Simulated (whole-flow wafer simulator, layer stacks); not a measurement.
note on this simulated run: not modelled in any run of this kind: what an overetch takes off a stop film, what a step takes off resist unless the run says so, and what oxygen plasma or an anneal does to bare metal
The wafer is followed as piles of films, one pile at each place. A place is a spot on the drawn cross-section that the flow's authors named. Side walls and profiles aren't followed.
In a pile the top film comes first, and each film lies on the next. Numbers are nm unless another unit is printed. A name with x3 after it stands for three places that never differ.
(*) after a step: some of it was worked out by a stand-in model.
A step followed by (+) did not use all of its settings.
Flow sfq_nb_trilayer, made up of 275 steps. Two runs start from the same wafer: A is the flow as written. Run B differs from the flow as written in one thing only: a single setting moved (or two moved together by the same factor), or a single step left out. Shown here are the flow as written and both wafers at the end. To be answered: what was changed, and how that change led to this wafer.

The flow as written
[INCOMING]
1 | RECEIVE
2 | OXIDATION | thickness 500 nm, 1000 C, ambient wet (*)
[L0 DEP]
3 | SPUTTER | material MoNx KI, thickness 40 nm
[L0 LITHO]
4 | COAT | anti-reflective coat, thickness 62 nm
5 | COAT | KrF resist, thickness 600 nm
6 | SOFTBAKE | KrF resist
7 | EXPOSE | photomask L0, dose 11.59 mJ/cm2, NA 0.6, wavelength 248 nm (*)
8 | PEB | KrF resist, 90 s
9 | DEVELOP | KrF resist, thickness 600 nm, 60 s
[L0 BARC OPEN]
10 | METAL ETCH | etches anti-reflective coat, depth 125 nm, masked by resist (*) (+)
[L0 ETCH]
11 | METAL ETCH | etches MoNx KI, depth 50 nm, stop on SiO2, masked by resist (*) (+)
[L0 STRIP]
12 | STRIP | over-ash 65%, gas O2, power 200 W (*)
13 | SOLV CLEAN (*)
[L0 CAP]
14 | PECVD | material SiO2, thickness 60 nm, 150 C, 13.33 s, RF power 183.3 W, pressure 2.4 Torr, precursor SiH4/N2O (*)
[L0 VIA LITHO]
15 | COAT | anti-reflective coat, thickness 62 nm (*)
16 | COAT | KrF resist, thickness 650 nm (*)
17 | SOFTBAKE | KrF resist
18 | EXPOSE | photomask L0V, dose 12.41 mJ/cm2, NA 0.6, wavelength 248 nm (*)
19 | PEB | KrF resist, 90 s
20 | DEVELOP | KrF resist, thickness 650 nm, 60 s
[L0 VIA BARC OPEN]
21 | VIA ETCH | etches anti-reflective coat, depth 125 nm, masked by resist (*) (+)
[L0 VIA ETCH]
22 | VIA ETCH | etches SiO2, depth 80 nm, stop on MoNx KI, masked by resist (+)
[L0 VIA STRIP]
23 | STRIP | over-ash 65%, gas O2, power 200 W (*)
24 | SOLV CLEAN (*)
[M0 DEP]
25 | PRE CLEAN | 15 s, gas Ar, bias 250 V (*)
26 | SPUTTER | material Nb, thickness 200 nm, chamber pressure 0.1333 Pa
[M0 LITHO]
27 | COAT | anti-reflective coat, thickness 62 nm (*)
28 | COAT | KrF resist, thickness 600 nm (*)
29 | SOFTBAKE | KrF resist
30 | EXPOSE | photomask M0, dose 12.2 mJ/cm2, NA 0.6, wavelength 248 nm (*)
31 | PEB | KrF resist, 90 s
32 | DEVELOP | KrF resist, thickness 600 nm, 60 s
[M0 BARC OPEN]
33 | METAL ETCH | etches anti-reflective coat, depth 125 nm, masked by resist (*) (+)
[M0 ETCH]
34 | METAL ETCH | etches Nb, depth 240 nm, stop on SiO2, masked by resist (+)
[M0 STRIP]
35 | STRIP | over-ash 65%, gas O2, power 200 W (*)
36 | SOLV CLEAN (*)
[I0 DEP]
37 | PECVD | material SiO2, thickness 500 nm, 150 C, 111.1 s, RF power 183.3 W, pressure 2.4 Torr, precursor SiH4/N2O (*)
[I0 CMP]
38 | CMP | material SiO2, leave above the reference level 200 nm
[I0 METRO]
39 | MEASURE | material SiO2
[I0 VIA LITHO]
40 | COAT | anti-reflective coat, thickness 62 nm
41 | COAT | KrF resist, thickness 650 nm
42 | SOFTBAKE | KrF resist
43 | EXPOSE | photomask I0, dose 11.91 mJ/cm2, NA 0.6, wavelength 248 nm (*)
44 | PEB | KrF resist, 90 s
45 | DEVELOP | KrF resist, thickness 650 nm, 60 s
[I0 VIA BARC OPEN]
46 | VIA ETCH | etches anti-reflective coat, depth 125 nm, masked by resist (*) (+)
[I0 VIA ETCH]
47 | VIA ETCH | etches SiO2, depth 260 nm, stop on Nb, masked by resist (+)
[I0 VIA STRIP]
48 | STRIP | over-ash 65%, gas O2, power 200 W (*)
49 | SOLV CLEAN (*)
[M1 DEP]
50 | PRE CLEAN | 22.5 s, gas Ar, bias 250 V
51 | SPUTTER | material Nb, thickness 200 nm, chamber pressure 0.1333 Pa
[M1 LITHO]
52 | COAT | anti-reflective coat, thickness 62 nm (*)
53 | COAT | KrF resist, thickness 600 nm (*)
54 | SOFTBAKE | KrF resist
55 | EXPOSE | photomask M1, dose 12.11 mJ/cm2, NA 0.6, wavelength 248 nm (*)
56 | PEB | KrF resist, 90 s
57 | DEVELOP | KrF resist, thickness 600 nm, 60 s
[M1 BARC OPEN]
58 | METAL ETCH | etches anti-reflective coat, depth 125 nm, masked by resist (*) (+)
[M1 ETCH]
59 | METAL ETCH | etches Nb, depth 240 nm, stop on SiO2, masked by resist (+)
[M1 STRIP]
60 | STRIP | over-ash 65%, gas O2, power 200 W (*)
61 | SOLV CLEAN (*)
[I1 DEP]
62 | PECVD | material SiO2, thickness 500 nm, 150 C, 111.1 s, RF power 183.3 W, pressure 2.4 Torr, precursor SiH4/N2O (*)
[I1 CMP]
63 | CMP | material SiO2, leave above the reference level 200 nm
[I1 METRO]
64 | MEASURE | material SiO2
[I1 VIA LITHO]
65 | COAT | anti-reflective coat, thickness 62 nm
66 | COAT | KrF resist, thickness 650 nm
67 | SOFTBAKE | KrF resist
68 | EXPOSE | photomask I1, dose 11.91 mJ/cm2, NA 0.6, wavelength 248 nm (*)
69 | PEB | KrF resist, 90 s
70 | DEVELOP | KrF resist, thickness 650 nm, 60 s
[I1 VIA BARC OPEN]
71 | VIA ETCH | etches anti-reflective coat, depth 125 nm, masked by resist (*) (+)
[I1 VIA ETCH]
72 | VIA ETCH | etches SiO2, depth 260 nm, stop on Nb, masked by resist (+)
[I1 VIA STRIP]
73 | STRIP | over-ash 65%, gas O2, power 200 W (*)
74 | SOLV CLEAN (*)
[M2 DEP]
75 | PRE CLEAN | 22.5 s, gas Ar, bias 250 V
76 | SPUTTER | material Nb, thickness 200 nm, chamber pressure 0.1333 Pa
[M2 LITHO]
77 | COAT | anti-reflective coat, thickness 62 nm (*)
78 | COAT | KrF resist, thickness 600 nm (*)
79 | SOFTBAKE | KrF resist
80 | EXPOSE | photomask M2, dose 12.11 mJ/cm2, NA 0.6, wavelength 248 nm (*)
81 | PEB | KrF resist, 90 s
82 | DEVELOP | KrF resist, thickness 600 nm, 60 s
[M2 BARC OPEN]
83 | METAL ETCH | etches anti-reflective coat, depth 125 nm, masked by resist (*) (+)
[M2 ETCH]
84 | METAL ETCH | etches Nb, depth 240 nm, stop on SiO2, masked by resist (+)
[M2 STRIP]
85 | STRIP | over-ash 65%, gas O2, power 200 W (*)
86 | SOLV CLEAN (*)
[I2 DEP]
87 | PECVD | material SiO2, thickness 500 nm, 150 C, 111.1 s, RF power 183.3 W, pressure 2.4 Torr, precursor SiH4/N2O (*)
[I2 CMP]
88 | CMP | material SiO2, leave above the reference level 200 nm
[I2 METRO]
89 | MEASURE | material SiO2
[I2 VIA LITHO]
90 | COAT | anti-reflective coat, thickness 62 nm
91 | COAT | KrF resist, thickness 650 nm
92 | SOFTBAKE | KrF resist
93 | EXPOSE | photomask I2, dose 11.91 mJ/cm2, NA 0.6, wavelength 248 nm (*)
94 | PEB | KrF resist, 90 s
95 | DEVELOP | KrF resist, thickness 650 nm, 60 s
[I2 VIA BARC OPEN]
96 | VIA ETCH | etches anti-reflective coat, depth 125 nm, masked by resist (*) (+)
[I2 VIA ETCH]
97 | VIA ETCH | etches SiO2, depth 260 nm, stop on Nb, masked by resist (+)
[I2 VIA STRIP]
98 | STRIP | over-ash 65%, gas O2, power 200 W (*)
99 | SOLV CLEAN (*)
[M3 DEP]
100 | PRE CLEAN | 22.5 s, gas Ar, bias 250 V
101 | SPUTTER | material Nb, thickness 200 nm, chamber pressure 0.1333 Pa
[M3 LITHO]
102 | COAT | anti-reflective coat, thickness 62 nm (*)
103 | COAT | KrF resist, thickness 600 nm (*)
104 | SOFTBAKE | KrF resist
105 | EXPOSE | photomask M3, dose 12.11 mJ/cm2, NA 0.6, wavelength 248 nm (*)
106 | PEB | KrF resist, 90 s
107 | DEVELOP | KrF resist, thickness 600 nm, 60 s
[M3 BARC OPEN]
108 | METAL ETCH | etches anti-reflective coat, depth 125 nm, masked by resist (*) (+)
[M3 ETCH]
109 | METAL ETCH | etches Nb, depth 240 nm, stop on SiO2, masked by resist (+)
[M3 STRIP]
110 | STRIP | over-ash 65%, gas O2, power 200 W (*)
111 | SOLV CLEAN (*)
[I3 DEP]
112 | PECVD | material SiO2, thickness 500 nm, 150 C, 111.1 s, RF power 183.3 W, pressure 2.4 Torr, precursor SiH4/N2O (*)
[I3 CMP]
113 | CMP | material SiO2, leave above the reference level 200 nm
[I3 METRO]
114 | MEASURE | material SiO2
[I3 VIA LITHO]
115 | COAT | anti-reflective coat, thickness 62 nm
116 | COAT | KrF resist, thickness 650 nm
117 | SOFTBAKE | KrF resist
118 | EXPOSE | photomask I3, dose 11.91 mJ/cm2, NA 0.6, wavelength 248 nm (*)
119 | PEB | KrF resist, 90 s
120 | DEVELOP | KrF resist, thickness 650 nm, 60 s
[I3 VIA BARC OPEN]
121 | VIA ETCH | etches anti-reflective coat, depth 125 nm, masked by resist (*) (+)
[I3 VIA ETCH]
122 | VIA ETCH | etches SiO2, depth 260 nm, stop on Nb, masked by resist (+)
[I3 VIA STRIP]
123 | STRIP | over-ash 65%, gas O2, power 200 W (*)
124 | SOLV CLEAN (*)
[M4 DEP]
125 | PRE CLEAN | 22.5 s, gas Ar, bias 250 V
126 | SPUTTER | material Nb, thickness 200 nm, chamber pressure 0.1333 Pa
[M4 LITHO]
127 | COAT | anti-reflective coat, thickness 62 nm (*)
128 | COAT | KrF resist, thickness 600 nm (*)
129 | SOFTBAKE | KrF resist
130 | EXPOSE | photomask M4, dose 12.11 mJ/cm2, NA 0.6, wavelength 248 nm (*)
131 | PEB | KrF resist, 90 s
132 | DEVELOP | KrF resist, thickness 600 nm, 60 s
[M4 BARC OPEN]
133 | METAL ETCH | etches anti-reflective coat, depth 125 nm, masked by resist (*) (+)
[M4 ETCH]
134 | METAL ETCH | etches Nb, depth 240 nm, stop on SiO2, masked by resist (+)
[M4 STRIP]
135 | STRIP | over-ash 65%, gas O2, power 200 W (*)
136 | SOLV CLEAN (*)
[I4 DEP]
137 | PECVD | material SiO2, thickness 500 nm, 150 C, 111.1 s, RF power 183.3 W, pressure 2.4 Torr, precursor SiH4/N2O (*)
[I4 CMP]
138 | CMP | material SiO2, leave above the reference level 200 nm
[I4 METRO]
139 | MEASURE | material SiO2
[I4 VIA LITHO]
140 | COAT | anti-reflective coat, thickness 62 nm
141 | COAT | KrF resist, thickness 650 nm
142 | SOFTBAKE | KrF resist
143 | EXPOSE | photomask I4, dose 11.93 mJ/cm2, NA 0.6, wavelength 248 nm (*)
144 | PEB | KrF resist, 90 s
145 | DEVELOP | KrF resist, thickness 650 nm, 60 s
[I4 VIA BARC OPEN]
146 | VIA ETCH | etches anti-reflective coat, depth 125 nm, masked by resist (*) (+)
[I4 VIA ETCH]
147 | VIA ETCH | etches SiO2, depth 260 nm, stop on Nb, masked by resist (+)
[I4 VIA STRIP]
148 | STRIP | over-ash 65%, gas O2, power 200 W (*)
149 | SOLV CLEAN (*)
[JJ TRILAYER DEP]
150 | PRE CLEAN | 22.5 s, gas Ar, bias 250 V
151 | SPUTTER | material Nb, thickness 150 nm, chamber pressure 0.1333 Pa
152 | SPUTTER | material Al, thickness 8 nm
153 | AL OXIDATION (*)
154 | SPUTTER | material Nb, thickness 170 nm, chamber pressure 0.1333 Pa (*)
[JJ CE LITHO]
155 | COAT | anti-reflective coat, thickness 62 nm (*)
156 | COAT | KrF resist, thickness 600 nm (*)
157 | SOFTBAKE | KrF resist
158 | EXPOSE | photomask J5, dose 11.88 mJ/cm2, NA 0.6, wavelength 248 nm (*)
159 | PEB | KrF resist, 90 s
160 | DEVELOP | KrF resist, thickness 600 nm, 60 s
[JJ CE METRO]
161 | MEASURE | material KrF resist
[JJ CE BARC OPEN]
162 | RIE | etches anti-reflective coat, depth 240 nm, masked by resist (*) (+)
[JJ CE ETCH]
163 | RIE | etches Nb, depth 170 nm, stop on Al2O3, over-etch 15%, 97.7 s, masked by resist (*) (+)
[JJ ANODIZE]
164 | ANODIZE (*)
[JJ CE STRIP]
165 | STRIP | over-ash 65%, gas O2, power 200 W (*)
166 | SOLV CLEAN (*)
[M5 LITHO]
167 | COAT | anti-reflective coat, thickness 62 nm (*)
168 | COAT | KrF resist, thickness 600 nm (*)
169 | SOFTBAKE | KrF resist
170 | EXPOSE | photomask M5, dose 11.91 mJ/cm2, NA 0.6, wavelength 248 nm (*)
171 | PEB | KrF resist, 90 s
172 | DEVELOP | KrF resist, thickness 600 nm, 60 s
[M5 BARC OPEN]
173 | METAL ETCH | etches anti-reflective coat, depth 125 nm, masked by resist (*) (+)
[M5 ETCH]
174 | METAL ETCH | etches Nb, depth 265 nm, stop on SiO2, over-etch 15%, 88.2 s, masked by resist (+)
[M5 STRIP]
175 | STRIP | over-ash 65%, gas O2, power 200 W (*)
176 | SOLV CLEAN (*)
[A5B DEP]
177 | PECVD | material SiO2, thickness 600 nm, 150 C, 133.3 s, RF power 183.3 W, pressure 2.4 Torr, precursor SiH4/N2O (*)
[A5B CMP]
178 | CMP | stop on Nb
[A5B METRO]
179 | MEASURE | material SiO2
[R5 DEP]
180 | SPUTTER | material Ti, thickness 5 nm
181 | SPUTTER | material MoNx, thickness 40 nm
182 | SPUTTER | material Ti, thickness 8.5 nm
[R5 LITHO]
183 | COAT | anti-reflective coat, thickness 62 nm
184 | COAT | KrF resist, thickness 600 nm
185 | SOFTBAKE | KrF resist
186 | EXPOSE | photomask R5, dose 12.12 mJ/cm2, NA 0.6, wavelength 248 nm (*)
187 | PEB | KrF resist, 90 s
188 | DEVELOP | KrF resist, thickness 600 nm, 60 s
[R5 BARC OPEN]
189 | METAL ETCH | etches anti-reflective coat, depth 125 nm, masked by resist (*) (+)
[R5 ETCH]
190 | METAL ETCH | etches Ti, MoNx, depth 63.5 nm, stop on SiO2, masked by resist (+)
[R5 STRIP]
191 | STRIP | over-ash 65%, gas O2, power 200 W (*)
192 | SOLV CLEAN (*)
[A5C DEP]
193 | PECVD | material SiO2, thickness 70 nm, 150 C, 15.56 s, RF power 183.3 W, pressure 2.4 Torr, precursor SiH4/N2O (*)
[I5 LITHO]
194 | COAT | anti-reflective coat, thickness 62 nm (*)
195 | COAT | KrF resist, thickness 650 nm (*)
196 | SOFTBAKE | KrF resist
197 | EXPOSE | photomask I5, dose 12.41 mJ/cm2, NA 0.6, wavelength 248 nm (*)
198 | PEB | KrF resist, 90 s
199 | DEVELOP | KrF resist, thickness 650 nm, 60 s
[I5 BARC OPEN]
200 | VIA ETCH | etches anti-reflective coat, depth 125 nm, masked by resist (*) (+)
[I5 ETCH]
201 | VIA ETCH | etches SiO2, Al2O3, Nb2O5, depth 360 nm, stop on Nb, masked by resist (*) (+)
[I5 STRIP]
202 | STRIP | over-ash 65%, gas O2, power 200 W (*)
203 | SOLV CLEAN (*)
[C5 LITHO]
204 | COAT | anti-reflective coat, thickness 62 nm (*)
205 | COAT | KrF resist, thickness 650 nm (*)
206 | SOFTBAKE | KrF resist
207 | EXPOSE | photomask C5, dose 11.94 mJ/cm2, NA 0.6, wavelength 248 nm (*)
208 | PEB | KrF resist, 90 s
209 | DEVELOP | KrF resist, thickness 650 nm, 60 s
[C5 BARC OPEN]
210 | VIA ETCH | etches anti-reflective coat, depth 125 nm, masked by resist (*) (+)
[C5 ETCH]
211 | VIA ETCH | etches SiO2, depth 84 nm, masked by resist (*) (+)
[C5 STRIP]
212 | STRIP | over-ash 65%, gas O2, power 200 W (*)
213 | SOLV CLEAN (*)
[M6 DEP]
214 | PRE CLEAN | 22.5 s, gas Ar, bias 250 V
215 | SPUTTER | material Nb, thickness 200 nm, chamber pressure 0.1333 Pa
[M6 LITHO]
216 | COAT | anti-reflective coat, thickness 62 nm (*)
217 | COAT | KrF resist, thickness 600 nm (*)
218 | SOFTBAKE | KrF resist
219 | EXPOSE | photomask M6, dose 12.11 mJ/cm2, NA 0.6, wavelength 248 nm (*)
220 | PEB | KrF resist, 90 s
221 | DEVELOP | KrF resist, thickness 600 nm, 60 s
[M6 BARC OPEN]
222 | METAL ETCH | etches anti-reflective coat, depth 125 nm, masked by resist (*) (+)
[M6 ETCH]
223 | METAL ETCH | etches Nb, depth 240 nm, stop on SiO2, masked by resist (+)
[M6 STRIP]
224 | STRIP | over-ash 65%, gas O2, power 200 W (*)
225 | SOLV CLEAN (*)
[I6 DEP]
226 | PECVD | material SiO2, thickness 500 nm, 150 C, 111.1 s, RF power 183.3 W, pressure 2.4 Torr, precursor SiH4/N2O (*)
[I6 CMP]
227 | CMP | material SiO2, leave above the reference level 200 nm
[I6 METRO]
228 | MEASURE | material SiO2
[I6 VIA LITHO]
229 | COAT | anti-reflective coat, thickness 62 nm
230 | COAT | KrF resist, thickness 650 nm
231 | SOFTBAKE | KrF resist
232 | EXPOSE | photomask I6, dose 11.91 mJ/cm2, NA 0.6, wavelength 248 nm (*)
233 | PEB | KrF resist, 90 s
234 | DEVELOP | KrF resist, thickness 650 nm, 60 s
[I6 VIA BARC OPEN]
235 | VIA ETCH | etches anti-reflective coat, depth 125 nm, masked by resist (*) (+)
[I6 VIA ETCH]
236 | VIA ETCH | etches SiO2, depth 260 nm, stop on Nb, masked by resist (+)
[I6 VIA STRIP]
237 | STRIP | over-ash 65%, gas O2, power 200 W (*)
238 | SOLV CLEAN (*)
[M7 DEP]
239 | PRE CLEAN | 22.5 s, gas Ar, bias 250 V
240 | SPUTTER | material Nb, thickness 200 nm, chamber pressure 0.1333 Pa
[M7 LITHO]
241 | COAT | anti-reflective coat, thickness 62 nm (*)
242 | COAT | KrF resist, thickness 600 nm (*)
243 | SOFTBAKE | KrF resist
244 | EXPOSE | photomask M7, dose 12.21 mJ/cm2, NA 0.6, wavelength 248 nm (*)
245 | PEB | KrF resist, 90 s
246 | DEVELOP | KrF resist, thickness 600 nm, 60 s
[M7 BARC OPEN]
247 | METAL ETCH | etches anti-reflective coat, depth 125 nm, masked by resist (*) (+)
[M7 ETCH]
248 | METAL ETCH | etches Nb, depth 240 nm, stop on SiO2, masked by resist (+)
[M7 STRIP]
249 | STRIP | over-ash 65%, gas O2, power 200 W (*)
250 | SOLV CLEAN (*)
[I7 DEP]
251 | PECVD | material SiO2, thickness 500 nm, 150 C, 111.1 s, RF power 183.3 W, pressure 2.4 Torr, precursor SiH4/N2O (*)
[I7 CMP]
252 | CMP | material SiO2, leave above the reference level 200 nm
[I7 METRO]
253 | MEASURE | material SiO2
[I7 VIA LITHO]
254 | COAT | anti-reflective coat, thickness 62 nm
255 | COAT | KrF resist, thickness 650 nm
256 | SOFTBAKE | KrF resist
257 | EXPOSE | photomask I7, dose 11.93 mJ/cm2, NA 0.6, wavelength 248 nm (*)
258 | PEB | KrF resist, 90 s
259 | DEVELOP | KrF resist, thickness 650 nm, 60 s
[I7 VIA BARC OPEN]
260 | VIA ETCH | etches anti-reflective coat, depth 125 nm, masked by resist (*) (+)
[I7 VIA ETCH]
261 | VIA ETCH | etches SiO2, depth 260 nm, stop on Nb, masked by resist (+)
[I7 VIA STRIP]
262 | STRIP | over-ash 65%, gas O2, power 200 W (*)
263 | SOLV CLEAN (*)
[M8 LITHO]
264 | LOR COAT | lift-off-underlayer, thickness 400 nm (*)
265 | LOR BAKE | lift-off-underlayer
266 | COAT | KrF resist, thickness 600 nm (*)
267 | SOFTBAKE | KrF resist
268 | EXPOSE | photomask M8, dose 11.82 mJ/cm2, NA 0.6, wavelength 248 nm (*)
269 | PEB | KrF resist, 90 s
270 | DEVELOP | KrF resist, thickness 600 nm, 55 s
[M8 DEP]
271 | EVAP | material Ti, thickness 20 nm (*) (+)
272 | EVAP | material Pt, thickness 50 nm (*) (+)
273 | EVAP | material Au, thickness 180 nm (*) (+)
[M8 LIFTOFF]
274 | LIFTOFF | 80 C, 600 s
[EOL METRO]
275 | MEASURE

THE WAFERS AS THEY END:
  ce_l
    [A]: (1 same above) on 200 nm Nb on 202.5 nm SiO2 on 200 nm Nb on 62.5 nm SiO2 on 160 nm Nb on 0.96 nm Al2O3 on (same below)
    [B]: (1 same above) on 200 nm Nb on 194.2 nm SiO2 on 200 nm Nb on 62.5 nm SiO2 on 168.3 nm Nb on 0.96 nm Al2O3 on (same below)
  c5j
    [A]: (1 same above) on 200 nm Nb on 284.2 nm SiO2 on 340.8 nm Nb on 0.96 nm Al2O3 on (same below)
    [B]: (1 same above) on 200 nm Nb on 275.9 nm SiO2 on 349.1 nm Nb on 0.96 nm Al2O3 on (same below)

The reason: step 190, METAL ETCH: depth 55.24 nm was run, while the flow as written has depth 63.5 nm.

Step by step, how the change led to this:
  190 | METAL ETCH | etches Ti, MoNx, depth 63.5 nm, stop on SiO2, masked by resist (+)
      be_r, r_sur, res, r_end, r5r_line_l, r5r_line_c, r5r_line_r: A -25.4 KrF resist | B -22.1 KrF resist
      ce_l, c5j, ce_r, wl_jj: A -8.5 Ti (all of it), -40 MoNx (all of it), -5 Ti (all of it), -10 Nb | B -8.5 Ti (all of it), -40 MoNx (all of it), -5 Ti (all of it), -1.75 Nb
  194 | COAT | anti-reflective coat, thickness 62 nm (*)
      wl_j_sl, wl_j_sr: A +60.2 anti-reflective coat (new film) | B +61.7 anti-reflective coat (new film)
      jj_sur: A +60.8 anti-reflective coat (new film) | B +62.3 anti-reflective coat (new film)
      (also at 5 further places)
  202 | STRIP | over-ash 65%, gas O2, power 200 W (*)
      wl_j_sl, wl_j_sr: A -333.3 KrF resist (all of it), -60.2 anti-reflective coat (all of it) | B -333.1 KrF resist (all of it), -61.7 anti-reflective coat (all of it)
      jj_sur: A -337.2 KrF resist (all of it), -60.8 anti-reflective coat (all of it) | B -337 KrF resist (all of it), -62.3 anti-reflective coat (all of it)
      (also at 5 further places)
  204 | COAT | anti-reflective coat, thickness 62 nm (*)
      wl_j_sl, wl_j_sr: A +60.2 anti-reflective coat (new film) | B +61.7 anti-reflective coat (new film)
      jj_sur: A +59.5 anti-reflective coat (new film) | B +61 anti-reflective coat (new film)
      (also at 5 further places)
  210 | VIA ETCH | etches anti-reflective coat, depth 125 nm, masked by resist (*) (+)
      c5j: A -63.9 anti-reflective coat (all of it), -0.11 SiO2 | B -61.8 anti-reflective coat (all of it), -0.12 SiO2
  212 | STRIP | over-ash 65%, gas O2, power 200 W (*)
      wl_j_sl, wl_j_sr: A -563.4 KrF resist (all of it), -60.2 anti-reflective coat (all of it) | B -563.3 KrF resist (all of it), -61.7 anti-reflective coat (all of it)
      jj_sur: A -562 KrF resist (all of it), -59.5 anti-reflective coat (all of it) | B -561.8 KrF resist (all of it), -61 anti-reflective coat (all of it)
      (also at 4 further places)
  216 | COAT | anti-reflective coat, thickness 62 nm (*)
      wl_j_sl, wl_j_sr: A +60.2 anti-reflective coat (new film) | B +61.7 anti-reflective coat (new film)
      jj_sur: A +56.1 anti-reflective coat (new film) | B +58.2 anti-reflective coat (new film)
      (also at 4 further places)
  224 | STRIP | over-ash 65%, gas O2, power 200 W (*)
      wl_j_sl, wl_j_sr: A -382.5 KrF resist (all of it), -60.2 anti-reflective coat (all of it) | B -382.4 KrF resist (all of it), -61.7 anti-reflective coat (all of it)
      jj_sur: A -378.5 KrF resist (all of it), -56.1 anti-reflective coat (all of it) | B -378 KrF resist (all of it), -58.2 anti-reflective coat (all of it)
      (also at 4 further places)
  227 | CMP | material SiO2, leave above the reference level 200 nm
      ce_l, ce_r, wl_jj: A -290 SiO2 | B -298.3 SiO2
      c5j: A -223 SiO2 | B -231.3 SiO2
